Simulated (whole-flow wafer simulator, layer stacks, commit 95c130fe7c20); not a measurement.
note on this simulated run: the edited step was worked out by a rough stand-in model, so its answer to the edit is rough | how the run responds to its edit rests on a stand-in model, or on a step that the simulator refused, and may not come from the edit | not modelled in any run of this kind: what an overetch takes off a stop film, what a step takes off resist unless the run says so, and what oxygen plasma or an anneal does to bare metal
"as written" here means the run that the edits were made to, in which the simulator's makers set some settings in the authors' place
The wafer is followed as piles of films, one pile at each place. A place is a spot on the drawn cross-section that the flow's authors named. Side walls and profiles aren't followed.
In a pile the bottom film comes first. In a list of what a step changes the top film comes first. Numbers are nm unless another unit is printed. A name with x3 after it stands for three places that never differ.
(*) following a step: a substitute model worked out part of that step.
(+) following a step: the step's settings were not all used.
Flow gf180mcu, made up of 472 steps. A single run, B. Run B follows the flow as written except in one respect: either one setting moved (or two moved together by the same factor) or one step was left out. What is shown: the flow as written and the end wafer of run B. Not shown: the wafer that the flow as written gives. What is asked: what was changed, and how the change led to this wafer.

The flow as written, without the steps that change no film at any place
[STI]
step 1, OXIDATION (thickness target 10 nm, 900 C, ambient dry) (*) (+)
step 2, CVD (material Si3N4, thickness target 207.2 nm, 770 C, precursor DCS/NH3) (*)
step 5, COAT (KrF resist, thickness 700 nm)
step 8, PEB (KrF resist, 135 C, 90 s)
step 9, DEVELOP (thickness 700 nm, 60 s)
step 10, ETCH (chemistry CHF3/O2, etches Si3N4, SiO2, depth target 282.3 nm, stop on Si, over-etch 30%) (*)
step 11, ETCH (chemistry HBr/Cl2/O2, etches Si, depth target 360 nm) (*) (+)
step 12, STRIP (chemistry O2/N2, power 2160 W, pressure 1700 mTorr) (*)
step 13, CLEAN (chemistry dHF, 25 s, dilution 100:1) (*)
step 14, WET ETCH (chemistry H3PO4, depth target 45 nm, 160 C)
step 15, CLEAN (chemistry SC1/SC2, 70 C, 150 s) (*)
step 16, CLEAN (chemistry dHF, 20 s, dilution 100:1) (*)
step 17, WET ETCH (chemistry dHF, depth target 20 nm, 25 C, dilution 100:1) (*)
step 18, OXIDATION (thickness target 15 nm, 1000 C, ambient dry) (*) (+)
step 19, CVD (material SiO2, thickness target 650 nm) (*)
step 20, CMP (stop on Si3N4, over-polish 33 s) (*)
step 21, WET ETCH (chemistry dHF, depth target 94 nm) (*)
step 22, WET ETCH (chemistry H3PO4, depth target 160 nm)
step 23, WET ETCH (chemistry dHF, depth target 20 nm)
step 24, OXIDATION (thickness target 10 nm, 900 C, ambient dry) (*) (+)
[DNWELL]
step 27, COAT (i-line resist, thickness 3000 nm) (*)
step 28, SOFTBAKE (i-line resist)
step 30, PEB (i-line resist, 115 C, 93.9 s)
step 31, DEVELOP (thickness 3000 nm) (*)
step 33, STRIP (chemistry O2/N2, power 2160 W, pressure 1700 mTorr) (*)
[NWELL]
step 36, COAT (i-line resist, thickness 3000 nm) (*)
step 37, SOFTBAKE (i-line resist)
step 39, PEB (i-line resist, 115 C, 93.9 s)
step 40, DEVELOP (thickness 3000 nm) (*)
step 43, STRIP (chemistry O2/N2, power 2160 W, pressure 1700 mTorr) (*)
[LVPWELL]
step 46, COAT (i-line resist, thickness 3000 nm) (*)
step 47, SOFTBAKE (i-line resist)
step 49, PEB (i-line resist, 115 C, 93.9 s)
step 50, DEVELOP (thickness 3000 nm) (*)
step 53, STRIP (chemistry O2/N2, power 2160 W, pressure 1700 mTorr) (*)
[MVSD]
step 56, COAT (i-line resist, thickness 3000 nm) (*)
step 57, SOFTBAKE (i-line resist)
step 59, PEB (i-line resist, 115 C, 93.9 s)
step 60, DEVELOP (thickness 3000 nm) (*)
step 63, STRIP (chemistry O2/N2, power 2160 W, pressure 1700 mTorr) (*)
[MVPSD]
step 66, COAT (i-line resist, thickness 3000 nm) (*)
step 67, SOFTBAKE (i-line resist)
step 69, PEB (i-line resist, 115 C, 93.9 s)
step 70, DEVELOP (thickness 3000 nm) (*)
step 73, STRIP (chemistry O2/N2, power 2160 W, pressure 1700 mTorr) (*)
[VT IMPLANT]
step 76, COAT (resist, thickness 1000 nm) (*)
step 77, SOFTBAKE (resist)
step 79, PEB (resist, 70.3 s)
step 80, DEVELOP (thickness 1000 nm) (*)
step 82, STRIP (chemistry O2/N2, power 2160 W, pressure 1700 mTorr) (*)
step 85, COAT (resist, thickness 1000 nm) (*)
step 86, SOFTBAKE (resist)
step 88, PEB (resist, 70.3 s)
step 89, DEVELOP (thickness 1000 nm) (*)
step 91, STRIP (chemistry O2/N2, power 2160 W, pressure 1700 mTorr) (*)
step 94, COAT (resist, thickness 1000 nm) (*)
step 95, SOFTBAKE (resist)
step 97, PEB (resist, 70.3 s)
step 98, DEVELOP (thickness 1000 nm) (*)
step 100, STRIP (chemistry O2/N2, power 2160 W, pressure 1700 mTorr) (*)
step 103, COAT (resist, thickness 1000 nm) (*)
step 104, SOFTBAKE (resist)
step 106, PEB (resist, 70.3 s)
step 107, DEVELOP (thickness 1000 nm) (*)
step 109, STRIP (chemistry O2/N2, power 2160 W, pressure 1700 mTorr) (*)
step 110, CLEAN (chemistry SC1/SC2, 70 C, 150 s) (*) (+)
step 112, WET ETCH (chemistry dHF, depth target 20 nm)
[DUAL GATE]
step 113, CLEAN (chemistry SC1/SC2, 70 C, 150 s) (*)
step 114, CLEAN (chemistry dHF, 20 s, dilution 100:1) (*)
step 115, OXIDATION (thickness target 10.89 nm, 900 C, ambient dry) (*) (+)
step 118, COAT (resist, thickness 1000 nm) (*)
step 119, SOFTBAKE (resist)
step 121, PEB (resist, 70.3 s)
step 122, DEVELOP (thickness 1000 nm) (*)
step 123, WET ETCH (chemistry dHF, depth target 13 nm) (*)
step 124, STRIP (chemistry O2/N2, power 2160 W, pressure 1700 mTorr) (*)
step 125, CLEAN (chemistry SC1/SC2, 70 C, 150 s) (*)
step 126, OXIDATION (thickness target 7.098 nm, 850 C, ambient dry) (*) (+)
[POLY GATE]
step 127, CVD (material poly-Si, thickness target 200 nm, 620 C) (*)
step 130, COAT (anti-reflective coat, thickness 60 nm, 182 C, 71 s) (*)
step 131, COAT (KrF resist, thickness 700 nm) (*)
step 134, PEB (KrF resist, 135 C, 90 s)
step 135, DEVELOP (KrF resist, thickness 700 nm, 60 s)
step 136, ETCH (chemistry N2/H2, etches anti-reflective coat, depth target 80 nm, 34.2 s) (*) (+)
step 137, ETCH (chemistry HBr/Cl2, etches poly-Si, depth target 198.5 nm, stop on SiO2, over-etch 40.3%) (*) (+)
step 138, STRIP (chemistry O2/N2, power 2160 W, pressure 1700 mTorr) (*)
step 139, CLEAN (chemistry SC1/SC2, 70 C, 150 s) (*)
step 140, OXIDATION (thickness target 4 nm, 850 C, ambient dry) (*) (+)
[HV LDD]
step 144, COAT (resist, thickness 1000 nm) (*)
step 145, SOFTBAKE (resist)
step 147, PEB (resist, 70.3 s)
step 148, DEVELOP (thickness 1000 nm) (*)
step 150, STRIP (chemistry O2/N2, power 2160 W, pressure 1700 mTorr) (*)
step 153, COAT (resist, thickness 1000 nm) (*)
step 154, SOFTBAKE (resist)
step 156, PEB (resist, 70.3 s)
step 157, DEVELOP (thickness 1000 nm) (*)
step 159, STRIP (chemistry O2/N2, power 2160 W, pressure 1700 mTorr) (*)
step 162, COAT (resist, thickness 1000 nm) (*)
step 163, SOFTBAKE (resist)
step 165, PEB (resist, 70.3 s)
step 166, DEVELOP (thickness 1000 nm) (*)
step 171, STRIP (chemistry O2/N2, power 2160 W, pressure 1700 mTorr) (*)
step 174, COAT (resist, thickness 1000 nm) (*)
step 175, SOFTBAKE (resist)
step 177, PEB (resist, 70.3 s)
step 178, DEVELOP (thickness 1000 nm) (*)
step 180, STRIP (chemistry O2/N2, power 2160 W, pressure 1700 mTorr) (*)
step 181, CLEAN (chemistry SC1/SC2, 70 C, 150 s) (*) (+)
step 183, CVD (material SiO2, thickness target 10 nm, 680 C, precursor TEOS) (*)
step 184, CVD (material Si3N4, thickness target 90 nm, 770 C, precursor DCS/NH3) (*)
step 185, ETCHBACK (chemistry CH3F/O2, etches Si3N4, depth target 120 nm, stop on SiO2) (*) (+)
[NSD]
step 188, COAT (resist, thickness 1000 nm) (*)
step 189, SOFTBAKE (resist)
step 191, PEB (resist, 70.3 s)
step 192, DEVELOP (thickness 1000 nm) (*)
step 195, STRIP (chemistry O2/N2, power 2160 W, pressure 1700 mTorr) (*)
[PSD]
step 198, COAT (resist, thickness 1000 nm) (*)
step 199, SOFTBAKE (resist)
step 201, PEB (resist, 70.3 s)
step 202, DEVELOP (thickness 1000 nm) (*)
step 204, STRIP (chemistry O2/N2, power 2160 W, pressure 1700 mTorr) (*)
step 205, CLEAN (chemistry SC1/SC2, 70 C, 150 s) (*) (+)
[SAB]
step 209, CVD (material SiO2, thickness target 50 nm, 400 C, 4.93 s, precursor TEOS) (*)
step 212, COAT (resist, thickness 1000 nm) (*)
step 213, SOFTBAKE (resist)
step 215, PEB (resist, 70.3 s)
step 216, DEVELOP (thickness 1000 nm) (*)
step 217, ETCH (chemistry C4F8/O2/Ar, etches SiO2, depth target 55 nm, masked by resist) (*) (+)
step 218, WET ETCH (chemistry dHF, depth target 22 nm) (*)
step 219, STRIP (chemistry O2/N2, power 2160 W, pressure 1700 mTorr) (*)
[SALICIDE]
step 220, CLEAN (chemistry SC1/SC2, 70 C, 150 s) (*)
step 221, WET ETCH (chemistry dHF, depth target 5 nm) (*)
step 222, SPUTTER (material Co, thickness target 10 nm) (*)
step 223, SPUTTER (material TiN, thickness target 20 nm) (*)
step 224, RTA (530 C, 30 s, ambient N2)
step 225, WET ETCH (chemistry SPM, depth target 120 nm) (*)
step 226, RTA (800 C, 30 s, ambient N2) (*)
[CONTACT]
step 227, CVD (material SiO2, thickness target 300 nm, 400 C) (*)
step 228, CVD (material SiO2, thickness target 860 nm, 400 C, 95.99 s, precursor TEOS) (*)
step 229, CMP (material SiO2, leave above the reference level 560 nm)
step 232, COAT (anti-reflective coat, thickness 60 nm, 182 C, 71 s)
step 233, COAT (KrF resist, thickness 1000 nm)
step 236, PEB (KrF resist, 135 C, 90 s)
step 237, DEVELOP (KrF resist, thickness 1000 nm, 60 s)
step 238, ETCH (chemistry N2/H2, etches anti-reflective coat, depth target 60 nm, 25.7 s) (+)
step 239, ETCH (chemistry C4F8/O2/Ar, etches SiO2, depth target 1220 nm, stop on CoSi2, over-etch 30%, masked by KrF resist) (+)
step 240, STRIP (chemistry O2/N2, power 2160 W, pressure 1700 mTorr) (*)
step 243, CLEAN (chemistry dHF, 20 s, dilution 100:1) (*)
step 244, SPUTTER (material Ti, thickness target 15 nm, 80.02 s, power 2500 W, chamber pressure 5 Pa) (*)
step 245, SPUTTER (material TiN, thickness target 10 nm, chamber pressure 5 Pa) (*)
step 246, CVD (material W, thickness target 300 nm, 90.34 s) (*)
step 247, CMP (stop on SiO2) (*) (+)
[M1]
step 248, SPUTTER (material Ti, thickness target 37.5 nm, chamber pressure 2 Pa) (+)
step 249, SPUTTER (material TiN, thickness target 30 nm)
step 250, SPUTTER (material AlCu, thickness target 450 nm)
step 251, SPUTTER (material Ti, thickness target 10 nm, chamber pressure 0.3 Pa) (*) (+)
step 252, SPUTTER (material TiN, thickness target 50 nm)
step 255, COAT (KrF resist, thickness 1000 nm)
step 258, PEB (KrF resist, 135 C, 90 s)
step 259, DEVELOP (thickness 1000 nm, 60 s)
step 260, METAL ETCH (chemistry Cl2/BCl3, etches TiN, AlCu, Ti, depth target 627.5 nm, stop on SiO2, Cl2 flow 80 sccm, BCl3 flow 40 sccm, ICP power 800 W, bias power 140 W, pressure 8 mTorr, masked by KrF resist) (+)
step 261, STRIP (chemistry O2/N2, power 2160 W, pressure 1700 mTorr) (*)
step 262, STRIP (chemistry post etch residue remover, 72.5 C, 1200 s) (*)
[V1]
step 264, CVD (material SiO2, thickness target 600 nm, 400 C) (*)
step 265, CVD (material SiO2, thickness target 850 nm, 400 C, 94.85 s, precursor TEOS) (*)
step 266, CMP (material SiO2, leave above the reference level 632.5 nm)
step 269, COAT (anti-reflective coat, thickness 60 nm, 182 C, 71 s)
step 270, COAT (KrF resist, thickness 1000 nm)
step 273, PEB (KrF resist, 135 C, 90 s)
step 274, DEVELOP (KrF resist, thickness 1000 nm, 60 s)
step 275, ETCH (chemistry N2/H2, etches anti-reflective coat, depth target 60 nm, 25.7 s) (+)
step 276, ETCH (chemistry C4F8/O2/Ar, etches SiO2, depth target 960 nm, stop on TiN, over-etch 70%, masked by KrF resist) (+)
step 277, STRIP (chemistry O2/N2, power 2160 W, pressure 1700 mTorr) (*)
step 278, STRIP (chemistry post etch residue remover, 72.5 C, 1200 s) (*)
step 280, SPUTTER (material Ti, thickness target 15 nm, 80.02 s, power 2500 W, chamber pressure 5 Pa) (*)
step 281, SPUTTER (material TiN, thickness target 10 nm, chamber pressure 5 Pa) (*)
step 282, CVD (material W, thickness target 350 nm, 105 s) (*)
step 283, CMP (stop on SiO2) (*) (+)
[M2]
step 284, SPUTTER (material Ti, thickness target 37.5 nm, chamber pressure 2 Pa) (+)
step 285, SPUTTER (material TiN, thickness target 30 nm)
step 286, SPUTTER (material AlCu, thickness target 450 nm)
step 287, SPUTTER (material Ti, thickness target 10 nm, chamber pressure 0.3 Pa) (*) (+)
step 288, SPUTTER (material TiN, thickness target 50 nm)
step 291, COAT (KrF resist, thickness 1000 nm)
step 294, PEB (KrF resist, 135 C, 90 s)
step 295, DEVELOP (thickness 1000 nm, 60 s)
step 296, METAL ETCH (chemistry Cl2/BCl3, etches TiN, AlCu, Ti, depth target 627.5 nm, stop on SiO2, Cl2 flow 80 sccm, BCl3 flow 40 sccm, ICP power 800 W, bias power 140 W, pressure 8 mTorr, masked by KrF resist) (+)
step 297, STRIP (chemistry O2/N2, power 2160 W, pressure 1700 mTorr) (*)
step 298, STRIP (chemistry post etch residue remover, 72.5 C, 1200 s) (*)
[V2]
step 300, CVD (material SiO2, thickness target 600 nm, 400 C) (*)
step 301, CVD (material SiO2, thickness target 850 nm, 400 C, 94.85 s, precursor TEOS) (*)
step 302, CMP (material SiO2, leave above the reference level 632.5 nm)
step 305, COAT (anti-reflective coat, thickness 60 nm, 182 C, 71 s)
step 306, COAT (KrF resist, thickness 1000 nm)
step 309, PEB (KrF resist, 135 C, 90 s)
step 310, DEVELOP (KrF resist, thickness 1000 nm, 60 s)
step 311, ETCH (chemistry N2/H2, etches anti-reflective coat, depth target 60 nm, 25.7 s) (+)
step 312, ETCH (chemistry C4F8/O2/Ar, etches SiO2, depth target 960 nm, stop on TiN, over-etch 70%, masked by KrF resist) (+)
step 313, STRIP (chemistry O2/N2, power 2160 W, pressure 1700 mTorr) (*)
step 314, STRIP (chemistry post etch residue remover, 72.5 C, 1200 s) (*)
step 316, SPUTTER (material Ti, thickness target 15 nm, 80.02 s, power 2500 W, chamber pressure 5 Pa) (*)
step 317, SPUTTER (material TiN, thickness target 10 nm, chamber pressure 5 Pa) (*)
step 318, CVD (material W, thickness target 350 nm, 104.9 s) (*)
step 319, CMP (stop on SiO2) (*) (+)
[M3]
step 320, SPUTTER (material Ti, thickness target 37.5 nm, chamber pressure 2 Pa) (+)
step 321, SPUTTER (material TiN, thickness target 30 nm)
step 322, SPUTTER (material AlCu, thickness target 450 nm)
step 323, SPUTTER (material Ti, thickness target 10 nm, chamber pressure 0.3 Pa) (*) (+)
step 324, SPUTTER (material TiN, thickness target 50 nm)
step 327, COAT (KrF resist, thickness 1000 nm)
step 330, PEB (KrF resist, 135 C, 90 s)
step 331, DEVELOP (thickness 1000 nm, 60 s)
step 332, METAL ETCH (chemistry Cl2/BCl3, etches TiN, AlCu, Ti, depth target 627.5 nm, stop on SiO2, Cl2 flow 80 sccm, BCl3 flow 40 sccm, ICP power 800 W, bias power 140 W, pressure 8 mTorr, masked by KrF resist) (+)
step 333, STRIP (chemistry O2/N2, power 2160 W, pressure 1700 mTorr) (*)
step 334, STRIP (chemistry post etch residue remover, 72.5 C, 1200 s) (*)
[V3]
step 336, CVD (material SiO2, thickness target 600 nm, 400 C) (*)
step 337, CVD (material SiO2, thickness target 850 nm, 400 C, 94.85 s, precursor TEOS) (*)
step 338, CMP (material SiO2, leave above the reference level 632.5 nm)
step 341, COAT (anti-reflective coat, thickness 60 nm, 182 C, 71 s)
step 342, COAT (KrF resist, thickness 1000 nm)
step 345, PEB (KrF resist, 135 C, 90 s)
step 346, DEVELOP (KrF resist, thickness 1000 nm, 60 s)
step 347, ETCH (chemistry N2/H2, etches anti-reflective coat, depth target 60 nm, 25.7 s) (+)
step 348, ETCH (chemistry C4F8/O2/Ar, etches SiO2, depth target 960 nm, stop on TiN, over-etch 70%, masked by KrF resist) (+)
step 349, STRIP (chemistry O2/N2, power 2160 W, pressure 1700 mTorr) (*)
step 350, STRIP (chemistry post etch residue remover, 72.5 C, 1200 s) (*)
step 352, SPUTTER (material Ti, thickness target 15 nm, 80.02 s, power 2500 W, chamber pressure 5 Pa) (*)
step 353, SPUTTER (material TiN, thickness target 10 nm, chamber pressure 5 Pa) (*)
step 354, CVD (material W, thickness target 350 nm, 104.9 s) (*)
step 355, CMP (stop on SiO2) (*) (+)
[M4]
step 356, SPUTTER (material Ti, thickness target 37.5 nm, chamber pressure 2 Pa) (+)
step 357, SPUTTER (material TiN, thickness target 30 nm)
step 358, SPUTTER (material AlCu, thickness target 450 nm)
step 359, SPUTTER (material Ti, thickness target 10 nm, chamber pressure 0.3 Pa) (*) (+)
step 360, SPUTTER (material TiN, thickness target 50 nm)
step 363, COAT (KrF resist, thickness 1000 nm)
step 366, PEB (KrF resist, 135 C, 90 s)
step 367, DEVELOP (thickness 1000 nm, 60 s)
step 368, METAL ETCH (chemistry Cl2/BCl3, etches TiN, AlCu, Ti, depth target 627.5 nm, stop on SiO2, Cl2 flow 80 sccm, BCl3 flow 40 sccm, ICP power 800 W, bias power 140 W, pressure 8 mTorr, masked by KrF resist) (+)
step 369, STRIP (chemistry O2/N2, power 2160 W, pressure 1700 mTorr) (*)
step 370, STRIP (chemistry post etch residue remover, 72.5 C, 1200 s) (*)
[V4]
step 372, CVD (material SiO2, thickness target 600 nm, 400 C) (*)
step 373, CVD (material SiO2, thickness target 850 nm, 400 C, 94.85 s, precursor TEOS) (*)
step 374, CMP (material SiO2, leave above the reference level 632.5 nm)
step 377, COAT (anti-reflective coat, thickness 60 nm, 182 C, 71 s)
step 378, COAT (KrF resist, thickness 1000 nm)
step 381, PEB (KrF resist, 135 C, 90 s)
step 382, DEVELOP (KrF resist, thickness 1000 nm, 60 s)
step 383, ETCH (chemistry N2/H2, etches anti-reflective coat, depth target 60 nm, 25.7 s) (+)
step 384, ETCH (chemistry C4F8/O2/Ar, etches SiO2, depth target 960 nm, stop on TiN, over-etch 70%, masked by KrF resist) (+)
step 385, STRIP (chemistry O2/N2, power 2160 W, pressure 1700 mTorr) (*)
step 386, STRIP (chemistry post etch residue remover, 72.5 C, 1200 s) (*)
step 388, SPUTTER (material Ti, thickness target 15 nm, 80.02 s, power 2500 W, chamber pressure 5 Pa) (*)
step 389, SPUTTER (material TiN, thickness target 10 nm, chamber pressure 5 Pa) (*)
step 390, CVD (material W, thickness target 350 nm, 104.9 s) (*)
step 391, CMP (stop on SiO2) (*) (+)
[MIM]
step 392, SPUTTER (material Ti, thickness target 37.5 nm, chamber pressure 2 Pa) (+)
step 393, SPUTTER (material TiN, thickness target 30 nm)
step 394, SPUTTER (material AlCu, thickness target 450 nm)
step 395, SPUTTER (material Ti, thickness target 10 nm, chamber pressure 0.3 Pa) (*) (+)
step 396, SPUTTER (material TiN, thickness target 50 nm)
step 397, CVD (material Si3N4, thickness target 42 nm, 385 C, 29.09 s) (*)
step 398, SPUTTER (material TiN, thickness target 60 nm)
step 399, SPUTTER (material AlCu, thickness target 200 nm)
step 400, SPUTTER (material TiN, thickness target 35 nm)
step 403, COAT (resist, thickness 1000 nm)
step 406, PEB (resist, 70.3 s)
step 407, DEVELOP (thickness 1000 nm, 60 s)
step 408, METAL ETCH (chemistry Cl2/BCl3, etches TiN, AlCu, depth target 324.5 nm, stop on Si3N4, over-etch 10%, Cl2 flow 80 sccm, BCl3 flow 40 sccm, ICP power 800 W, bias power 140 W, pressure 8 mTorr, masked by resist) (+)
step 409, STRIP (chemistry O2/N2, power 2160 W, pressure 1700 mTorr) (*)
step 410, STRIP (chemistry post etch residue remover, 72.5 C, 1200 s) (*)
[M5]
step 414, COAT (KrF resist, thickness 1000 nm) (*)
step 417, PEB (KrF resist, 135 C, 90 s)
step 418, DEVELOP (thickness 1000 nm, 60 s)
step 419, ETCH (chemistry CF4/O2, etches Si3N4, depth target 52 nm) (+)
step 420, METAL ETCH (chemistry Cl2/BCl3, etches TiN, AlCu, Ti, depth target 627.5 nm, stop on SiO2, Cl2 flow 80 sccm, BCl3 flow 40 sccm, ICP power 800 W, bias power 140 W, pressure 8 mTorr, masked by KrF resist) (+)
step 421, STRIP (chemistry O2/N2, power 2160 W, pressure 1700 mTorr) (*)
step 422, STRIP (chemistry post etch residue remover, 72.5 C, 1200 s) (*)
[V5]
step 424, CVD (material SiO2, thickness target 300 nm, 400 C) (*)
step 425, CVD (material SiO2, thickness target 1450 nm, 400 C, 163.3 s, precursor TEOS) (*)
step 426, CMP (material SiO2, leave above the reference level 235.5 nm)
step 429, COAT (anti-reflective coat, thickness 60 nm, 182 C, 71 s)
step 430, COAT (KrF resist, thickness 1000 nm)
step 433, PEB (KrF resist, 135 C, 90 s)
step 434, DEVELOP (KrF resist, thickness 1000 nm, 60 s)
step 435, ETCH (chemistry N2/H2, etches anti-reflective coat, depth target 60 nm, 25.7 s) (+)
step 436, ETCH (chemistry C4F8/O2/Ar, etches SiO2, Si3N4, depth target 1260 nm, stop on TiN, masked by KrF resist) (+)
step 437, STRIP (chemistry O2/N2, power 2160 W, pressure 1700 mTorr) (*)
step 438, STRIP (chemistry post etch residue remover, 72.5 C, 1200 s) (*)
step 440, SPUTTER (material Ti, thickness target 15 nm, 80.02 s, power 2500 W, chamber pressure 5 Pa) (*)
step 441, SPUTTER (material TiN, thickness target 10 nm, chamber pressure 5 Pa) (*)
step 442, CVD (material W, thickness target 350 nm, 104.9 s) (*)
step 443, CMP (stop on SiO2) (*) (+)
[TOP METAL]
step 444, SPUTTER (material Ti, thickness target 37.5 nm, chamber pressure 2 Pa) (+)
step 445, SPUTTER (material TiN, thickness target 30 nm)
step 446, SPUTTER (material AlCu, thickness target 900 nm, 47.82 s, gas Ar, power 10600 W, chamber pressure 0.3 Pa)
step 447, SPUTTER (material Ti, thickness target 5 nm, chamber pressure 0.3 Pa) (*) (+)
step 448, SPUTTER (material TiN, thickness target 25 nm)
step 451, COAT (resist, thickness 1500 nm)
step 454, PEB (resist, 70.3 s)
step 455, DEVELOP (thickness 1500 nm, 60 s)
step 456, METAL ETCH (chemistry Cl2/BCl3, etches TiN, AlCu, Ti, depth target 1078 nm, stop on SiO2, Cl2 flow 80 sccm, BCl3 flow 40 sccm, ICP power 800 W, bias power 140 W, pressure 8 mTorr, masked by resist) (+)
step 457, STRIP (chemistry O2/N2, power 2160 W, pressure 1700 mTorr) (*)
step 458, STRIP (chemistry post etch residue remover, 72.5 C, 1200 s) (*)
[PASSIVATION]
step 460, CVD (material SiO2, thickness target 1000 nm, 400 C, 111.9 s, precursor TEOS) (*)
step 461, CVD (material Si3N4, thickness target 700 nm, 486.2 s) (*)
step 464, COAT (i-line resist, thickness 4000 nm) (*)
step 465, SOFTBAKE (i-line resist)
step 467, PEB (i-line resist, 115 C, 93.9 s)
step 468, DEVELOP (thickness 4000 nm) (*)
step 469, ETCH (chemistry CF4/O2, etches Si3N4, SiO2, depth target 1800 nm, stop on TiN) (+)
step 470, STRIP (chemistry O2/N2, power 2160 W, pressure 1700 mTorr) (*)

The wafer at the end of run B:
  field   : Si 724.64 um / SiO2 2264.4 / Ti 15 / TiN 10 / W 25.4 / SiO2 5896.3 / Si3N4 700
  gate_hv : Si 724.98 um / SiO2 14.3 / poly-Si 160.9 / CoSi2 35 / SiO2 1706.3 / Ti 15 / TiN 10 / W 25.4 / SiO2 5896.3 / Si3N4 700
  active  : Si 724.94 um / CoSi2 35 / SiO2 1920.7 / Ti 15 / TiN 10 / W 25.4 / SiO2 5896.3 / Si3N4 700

Cause: step 265, CVD: thickness target 459 nm was run, whereas the flow has thickness target 850 nm; step 265, CVD: 51.22 s was run, where the flow has 94.85 s.

Step by step, how the change led to this:
  step 265, CVD (material SiO2, thickness target 850 nm, 400 C, 94.85 s, precursor TEOS) (*)
      field, field__w1, field__w2 and 108 more: SiO2 gains 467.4 (in the flow as written it would be: SiO2 gains 850)
  step 266, CMP (material SiO2, leave above the reference level 632.5 nm)
      field, field__w1, field__w2 and 99 more: nothing (in the flow as written it would be: SiO2 loses 300)
      field__w8, contact, m1 and 6 more: SiO2 loses 494.5 (in the flow as written it would be: SiO2 loses 877.1)
  step 269, COAT (anti-reflective coat, thickness 60 nm, 182 C, 71 s)
      field: anti-reflective coat gains 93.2 (new film) (in the flow as written it would be: anti-reflective coat gains 60 (new film))
      field__w1: anti-reflective coat gains 80.7 (new film) (in the flow as written it would be: anti-reflective coat gains 60 (new film))
      (also at 18 further places)
  step 270, COAT (KrF resist, thickness 1000 nm)
      contact: KrF resist gains 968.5 (new film) (in the flow as written it would be: KrF resist gains 1000 (new film))
      m1: KrF resist gains 963.3 (new film) (in the flow as written it would be: KrF resist gains 1000 (new film))
      (also at 3 further places)
  step 274, DEVELOP (KrF resist, thickness 1000 nm, 60 s)
      contact: KrF resist loses 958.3 (all of it) (in the flow as written it would be: KrF resist loses 989.5 (all of it))
  step 275, ETCH (chemistry N2/H2, etches anti-reflective coat, depth target 60 nm, 25.7 s) (+)
      contact: anti-reflective coat loses 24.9 (all of it), SiO2 loses 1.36 (in the flow as written it would be: anti-reflective coat loses 60 (all of it), SiO2 loses 0.46)
  step 277, STRIP (chemistry O2/N2, power 2160 W, pressure 1700 mTorr) (*)
      field: KrF resist loses 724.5 (all of it), anti-reflective coat loses 93.2 (all of it) (in the flow as written it would be: KrF resist loses 739.2 (all of it), anti-reflective coat loses 60 (all of it))
      field__w1: KrF resist loses 723.1 (all of it), anti-reflective coat loses 80.7 (all of it) (in the flow as written it would be: KrF resist loses 739.2 (all of it), anti-reflective coat loses 60 (all of it))
      (also at 17 further places)
  step 282, CVD (material W, thickness target 350 nm, 105 s) (*)
      contact: W gains 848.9 (new film) (in the flow as written it would be: W gains 932.3 (new film))
  step 283, CMP (stop on SiO2) (*) (+)
      field, field__w1, field__w2 and 99 more: W loses 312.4 (in the flow as written it would be: W loses 350 (all of it), TiN loses 10 (all of it), Ti loses 15 (all of it), SiO2 loses 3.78)
      field__w8, m1, m1__w1, polyc_n, polyc_n_rim, polyc_p, polyc_p_rim, m1_nw: W loses 350 (all of it), TiN loses 10 (all of it), Ti loses 15 (all of it), SiO2 loses 20 (in the flow as written it would be: W loses 350 (all of it), TiN loses 10 (all of it), Ti loses 15 (all of it), SiO2 loses 3.78)
      (also at 1 further place)
  step 296, METAL ETCH (chemistry Cl2/BCl3, etches TiN, AlCu, Ti, depth target 627.5 nm, stop on SiO2, Cl2 flow 80 sccm, BCl3 flow 40 sccm, ICP power 800 W, bias power 140 W, pressure 8 mTorr, masked by KrF resist) (+)
      field, field__w1, field__w2 and 99 more: TiN loses 50 (all of it), Ti loses 10 (all of it), AlCu loses 450 (all of it), TiN loses 30 (all of it), Ti loses 37.5 (all of it), W loses 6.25 (in the flow as written it would be: TiN loses 50 (all of it), Ti loses 10 (all of it), AlCu loses 450 (all of it), TiN loses 30 (all of it), Ti loses 37.5 (all of it))
  step 298, STRIP (chemistry post etch residue remover, 72.5 C, 1200 s) (*)
      field, field__w1, field__w2 and 99 more: W loses 6.01 (in the flow as written it would be: nothing)
  step 300, CVD (material SiO2, thickness target 600 nm, 400 C) (*)
      field, field__w1, field__w2 and 99 more: SiO2 gains 600 (new film) (in the flow as written it would be: SiO2 gains 600)
  step 302, CMP (material SiO2, leave above the reference level 632.5 nm)
      field, field__w1, field__w2 and 99 more: SiO2 loses 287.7 (in the flow as written it would be: SiO2 loses 300)
If metal films that touch count as one body, field has 1 body; the flow as written gives 0 bodies.
If metal films that touch count as one body, gate_hv has 2 bodies (between them, from the top down: SiO2 1706.3); the flow as written gives 1 body.
If metal films that touch count as one body, active has 2 bodies (between them, from the top down: SiO2 1920.7); the flow as written gives 1 body.
